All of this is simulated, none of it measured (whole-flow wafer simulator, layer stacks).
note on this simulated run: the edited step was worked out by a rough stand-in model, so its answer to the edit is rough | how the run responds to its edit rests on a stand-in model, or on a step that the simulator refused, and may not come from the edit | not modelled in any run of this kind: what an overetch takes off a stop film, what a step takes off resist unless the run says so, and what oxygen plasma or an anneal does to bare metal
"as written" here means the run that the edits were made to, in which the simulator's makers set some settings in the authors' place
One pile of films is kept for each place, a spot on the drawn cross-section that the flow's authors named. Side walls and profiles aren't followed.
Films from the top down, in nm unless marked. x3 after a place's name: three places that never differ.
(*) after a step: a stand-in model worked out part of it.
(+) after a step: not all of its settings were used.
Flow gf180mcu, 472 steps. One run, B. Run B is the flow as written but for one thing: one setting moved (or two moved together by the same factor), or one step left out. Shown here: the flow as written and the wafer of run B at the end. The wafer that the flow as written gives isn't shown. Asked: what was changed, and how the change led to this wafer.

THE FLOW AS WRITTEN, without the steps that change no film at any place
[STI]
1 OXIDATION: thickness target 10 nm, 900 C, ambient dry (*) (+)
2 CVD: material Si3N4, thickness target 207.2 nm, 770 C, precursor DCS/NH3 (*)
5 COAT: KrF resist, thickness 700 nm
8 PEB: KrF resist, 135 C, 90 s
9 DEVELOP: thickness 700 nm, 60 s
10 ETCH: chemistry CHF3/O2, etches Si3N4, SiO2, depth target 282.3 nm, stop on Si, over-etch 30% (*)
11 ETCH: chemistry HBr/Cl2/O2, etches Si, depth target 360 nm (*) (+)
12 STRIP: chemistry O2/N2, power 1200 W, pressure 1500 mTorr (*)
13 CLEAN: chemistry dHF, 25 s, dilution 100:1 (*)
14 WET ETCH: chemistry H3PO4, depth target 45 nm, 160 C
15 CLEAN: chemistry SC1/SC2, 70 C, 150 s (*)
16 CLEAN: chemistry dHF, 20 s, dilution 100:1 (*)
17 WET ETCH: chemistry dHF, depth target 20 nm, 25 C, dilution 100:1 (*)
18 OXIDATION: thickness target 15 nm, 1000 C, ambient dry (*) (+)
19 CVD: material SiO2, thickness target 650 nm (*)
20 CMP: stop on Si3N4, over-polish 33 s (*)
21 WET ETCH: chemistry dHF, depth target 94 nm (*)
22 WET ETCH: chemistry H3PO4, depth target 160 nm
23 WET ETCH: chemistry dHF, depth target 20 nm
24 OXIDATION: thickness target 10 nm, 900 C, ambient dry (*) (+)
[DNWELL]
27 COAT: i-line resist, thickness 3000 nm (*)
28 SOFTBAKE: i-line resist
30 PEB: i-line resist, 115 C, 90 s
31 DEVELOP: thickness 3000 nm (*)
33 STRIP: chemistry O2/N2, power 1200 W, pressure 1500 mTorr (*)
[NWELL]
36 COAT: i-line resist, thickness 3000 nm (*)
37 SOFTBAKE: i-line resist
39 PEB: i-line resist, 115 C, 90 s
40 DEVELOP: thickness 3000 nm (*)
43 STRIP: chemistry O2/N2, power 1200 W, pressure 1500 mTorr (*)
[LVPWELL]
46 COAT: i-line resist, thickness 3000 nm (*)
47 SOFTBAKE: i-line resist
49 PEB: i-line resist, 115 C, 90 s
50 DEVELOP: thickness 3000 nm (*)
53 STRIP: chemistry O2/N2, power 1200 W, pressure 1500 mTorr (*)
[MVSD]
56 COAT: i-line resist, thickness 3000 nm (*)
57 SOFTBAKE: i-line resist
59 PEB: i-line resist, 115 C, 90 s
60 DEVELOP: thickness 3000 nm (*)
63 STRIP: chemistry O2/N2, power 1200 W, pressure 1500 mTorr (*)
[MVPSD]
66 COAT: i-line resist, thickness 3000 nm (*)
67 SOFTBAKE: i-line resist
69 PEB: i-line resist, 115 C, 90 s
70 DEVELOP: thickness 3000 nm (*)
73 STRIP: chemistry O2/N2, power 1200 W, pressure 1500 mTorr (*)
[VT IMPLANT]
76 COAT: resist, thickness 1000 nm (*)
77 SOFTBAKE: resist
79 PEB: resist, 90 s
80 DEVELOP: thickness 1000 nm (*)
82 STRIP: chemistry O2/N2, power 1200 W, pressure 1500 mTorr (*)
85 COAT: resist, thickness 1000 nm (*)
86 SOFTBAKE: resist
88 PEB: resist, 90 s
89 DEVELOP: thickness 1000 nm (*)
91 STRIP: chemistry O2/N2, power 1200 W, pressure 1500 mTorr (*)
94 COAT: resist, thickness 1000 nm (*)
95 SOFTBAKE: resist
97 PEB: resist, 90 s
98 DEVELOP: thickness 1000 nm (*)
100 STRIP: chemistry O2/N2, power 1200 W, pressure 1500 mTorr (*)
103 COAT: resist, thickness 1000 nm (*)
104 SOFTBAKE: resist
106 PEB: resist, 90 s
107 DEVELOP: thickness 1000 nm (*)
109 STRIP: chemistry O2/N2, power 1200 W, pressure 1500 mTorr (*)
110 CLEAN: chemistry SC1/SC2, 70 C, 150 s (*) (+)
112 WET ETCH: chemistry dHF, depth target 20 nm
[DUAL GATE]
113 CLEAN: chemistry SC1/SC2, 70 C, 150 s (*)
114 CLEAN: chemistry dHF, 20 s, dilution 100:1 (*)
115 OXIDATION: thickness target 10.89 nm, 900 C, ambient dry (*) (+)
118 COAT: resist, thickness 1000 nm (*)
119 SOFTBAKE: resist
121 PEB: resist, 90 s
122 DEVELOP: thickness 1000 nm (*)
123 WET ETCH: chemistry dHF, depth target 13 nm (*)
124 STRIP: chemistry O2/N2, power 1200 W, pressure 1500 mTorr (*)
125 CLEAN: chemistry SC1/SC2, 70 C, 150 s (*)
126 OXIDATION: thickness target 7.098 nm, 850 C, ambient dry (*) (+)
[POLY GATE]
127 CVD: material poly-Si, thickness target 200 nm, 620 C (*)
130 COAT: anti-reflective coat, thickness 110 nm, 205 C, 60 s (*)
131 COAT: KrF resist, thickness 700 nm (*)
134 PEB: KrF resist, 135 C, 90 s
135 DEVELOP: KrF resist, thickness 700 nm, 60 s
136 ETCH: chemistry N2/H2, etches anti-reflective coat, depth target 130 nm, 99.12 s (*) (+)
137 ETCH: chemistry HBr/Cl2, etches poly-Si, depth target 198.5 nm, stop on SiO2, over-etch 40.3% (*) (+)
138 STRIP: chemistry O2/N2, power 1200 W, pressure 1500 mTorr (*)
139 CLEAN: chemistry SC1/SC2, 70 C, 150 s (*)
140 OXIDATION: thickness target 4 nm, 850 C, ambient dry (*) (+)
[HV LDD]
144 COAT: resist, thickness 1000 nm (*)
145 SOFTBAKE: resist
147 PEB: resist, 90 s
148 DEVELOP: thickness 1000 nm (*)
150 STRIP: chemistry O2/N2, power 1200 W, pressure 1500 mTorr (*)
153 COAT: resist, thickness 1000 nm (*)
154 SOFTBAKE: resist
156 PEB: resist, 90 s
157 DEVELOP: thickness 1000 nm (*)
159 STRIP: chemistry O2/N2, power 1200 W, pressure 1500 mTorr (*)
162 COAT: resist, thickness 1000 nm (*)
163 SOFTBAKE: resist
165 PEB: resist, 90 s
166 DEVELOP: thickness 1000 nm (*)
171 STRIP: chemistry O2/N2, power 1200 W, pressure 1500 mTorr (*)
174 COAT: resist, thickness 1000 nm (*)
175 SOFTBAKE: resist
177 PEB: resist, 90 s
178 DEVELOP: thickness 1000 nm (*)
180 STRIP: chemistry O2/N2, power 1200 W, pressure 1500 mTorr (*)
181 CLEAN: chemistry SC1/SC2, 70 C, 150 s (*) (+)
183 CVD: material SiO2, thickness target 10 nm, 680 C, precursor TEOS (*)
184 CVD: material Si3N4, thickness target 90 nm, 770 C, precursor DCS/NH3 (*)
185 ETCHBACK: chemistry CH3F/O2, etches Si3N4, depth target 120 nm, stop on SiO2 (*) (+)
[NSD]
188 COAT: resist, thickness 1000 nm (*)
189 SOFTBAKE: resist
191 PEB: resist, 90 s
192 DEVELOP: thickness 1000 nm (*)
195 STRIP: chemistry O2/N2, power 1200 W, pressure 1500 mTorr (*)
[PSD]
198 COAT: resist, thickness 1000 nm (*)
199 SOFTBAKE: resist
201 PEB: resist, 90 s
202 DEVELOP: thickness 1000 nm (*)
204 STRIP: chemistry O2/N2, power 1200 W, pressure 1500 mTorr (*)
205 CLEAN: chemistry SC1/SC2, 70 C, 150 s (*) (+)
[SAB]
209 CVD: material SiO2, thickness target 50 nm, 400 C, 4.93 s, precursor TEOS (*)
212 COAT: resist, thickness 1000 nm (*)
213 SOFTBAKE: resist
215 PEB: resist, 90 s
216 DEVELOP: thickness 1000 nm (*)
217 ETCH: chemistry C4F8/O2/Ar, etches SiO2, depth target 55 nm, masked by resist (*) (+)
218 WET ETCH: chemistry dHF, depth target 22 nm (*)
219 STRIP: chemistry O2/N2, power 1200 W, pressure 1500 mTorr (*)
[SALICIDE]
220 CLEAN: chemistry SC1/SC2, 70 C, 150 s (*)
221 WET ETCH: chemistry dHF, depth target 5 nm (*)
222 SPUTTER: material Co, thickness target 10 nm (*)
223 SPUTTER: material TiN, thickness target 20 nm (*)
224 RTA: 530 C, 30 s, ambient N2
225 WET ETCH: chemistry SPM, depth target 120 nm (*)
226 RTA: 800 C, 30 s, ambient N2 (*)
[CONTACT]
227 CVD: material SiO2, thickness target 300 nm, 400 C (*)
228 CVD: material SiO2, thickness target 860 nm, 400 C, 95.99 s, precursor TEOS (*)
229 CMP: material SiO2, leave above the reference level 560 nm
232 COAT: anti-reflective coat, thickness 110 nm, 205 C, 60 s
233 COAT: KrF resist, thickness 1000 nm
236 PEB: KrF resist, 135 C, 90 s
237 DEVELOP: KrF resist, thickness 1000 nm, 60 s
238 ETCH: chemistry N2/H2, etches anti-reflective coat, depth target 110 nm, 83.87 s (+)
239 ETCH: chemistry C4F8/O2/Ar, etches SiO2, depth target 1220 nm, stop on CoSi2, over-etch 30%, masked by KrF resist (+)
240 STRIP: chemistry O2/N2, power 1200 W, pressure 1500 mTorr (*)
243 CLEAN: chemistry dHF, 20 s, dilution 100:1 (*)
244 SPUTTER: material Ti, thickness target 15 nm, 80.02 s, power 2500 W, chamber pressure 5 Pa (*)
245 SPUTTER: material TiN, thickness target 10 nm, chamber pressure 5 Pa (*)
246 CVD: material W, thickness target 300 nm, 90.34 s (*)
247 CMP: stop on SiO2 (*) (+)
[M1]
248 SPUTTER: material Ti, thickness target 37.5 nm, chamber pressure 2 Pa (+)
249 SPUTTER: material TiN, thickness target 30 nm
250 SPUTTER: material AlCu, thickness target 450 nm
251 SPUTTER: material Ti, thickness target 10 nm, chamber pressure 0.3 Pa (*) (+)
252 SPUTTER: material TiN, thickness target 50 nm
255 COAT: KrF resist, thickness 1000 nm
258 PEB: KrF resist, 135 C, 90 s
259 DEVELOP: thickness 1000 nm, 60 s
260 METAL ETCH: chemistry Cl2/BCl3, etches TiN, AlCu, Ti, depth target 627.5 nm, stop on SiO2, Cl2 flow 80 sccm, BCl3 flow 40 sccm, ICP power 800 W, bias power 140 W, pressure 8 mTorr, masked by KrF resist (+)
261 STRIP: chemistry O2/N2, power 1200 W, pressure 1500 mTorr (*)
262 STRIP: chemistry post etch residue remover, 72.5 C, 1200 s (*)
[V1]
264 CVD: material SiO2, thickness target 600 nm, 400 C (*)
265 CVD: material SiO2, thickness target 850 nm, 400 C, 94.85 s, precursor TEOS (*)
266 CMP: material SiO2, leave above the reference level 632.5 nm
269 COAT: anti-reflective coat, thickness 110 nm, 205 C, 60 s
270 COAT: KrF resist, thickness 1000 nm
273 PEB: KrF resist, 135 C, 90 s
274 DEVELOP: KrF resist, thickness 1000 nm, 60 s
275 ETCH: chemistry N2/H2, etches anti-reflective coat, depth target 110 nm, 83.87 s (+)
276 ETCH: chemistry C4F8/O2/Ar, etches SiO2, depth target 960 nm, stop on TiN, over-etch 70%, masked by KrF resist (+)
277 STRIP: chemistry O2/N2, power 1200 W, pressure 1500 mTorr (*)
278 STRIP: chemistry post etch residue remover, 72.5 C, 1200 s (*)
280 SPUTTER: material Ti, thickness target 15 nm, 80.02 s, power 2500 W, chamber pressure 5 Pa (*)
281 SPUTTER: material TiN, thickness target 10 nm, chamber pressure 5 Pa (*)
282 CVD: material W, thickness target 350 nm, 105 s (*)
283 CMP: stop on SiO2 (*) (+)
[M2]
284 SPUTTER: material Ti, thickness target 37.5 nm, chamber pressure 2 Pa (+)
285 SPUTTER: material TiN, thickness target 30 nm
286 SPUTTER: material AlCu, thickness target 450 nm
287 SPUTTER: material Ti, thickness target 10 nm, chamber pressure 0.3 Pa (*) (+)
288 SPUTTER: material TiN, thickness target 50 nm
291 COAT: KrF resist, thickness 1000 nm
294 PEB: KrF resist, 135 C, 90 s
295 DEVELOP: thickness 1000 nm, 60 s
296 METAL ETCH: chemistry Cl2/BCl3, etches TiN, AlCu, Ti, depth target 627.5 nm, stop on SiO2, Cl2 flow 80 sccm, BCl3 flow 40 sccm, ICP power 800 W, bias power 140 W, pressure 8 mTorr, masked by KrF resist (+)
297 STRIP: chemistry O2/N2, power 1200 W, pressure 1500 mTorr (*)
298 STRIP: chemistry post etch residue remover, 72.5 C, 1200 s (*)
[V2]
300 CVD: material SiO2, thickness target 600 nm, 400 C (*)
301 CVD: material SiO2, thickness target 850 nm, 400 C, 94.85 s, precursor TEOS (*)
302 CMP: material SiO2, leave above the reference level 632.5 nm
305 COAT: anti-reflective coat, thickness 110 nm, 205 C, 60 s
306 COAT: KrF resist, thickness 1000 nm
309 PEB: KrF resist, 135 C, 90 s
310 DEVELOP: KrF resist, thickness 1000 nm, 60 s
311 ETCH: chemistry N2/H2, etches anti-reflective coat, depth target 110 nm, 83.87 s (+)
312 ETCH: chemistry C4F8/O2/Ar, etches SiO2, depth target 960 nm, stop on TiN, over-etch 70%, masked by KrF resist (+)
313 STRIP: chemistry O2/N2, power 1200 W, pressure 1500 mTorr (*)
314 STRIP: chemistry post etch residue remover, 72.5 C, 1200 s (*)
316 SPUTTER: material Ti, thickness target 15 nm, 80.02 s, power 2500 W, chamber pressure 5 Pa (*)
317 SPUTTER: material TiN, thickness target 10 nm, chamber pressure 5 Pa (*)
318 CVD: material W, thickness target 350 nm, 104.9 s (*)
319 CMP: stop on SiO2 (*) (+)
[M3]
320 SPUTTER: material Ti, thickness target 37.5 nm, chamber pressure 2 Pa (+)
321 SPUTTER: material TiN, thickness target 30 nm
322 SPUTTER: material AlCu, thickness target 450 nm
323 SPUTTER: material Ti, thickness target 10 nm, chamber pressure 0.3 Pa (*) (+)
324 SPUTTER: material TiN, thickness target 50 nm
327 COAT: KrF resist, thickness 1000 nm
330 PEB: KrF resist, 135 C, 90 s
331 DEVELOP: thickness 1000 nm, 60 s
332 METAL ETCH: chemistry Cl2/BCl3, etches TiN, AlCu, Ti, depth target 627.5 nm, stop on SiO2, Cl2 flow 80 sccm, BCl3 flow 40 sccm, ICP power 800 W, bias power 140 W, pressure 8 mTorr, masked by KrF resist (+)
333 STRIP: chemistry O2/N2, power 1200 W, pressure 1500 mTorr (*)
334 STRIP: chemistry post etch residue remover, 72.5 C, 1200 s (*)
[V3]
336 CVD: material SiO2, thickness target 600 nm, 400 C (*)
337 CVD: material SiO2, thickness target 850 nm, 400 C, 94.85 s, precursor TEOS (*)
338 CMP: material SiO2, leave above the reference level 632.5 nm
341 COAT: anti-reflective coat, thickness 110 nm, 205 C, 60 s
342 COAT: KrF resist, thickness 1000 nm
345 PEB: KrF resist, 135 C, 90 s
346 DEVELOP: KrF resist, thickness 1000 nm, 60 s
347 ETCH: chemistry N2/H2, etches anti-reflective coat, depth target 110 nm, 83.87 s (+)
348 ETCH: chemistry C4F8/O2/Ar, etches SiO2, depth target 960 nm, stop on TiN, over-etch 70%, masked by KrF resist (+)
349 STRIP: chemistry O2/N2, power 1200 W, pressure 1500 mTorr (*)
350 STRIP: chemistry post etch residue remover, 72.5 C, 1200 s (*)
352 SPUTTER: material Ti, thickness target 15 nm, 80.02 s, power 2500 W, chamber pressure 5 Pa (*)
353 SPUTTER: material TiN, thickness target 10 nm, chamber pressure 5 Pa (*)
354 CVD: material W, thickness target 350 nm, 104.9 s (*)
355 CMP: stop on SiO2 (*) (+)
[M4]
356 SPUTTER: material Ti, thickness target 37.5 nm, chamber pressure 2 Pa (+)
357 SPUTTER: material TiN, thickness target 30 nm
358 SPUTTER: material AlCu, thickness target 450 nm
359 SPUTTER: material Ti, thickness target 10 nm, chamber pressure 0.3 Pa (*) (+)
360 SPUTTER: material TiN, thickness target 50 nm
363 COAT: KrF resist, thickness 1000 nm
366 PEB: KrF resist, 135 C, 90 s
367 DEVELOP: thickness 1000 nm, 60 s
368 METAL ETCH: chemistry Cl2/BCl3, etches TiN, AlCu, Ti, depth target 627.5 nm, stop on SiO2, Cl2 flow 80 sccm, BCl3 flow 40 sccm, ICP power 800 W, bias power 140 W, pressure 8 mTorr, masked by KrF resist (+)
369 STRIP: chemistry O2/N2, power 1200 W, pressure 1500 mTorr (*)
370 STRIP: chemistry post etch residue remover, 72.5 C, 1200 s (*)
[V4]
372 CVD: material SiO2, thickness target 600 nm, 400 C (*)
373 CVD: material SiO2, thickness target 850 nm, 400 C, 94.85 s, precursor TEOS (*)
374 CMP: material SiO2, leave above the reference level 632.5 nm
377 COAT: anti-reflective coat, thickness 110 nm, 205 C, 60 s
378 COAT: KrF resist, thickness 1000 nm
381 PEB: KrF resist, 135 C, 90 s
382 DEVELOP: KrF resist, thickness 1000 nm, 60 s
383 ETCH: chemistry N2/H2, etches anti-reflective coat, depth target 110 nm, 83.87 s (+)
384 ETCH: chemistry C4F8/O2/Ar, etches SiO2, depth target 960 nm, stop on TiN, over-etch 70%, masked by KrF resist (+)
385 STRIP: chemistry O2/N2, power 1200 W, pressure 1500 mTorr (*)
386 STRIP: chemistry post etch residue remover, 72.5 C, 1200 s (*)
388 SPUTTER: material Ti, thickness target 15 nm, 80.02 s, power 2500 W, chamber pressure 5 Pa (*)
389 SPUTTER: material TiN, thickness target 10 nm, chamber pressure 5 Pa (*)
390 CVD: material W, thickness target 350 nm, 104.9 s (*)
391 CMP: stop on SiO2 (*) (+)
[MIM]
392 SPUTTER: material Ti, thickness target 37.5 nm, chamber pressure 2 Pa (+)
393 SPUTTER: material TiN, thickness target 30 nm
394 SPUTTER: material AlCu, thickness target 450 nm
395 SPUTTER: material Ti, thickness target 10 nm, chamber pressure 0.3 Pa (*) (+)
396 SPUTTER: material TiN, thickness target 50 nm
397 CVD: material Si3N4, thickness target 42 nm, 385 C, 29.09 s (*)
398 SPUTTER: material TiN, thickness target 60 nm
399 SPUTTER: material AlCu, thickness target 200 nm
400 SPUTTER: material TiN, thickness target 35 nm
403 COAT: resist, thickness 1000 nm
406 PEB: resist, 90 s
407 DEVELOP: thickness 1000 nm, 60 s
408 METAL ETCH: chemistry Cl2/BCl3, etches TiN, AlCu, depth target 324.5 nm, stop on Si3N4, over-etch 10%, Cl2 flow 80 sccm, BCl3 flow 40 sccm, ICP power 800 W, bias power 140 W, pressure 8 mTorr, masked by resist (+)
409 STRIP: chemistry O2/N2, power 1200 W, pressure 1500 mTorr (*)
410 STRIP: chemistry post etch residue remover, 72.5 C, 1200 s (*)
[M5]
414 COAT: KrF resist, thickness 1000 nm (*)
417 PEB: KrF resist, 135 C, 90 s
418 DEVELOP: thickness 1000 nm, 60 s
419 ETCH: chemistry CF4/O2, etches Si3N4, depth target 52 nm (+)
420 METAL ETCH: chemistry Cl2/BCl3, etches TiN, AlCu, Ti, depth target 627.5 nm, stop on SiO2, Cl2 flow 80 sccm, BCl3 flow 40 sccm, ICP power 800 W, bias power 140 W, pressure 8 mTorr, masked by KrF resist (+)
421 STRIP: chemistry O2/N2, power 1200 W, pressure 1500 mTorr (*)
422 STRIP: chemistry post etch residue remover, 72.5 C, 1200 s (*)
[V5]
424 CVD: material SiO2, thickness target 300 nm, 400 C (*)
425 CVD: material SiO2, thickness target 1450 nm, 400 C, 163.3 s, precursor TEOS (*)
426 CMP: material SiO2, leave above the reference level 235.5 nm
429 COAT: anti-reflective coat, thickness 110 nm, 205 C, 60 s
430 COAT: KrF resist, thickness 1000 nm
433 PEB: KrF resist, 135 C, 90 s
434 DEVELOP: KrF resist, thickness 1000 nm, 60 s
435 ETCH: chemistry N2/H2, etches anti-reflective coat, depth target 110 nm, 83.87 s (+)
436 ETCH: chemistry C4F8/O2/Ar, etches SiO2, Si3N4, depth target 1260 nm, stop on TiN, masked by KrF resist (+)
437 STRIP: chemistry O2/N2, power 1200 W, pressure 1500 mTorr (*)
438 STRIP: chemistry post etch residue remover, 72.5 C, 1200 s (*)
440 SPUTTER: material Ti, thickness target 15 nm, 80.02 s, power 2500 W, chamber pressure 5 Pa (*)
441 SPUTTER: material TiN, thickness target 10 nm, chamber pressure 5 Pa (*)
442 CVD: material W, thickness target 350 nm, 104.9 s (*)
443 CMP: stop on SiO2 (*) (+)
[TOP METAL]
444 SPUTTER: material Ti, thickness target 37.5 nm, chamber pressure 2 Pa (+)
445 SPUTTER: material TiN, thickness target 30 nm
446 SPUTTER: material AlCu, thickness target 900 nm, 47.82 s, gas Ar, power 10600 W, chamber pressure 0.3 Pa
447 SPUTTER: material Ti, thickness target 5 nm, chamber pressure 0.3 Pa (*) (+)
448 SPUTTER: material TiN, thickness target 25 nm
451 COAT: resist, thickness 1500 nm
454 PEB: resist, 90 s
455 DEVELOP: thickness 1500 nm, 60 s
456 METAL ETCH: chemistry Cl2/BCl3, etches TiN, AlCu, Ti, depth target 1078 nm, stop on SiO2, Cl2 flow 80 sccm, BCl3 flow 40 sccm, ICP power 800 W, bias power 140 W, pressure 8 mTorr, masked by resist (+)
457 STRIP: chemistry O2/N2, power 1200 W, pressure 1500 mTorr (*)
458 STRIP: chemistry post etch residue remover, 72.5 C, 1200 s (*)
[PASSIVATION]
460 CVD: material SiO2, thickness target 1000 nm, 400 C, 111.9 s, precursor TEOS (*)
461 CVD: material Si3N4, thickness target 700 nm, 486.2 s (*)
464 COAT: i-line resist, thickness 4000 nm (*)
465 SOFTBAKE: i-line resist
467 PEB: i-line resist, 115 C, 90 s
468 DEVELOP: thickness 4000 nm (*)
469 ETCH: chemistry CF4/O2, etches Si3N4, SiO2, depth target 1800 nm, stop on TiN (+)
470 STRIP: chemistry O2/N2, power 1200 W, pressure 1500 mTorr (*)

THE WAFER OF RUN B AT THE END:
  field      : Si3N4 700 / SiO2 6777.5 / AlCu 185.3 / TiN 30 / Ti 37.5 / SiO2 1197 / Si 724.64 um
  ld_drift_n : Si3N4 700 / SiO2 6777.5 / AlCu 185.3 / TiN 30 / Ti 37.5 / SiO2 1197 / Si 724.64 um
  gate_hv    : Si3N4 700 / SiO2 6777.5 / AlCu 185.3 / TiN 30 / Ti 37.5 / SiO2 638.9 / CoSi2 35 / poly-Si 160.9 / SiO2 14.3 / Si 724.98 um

The cause: step 251, SPUTTER: thickness target 5 nm was run, where the flow has thickness target 10 nm; step 260, METAL ETCH: depth target 314 nm was run, where the flow has depth target 627.5 nm.

How the change led to this, step by step:
  251 SPUTTER: material Ti, thickness target 10 nm, chamber pressure 0.3 Pa (*) (+)
      field, field__w1, field__w2 and 108 more: Ti +5 (new film) (as written it would be: Ti +10 (new film))
  260 METAL ETCH: chemistry Cl2/BCl3, etches TiN, AlCu, Ti, depth target 627.5 nm, stop on SiO2, Cl2 flow 80 sccm, BCl3 flow 40 sccm, ICP power 800 W, bias power 140 W, pressure 8 mTorr, masked by KrF resist (+)
      field, field__w1, field__w2 and 99 more: TiN -50 (all of it), Ti -5 (all of it), AlCu -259 (as written it would be: TiN -50 (all of it), Ti -10 (all of it), AlCu -450 (all of it), TiN -30 (all of it), Ti -37.5 (all of it))
      field__w8, contact, m1 and 6 more: KrF resist -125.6 (as written it would be: KrF resist -251)
  261 STRIP: chemistry O2/N2, power 1200 W, pressure 1500 mTorr (*)
      field__w8, contact, m1 and 6 more: KrF resist -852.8 (all of it) (as written it would be: KrF resist -727.4 (all of it))
  262 STRIP: chemistry post etch residue remover, 72.5 C, 1200 s (*)
      field, field__w1, field__w2 and 99 more: AlCu -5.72 (as written it would be: nothing)
  264 CVD: material SiO2, thickness target 600 nm, 400 C (*)
      field, field__w1, field__w2 and 99 more: SiO2 +600 (new film) (as written it would be: SiO2 +600)
  266 CMP: material SiO2, leave above the reference level 632.5 nm
      field, field__w1, field__w2 and 99 more: SiO2 -552.8 (as written it would be: SiO2 -300)
Counting metal films that touch as one body, field has 1 body; the flow as written gives 0 bodies.
Counting metal films that touch as one body, ld_drift_n has 1 body; the flow as written gives 0 bodies.
Counting metal films that touch as one body, gate_hv has 2 bodies (between them, from the top down: SiO2 638.9); the flow as written gives 1 body.
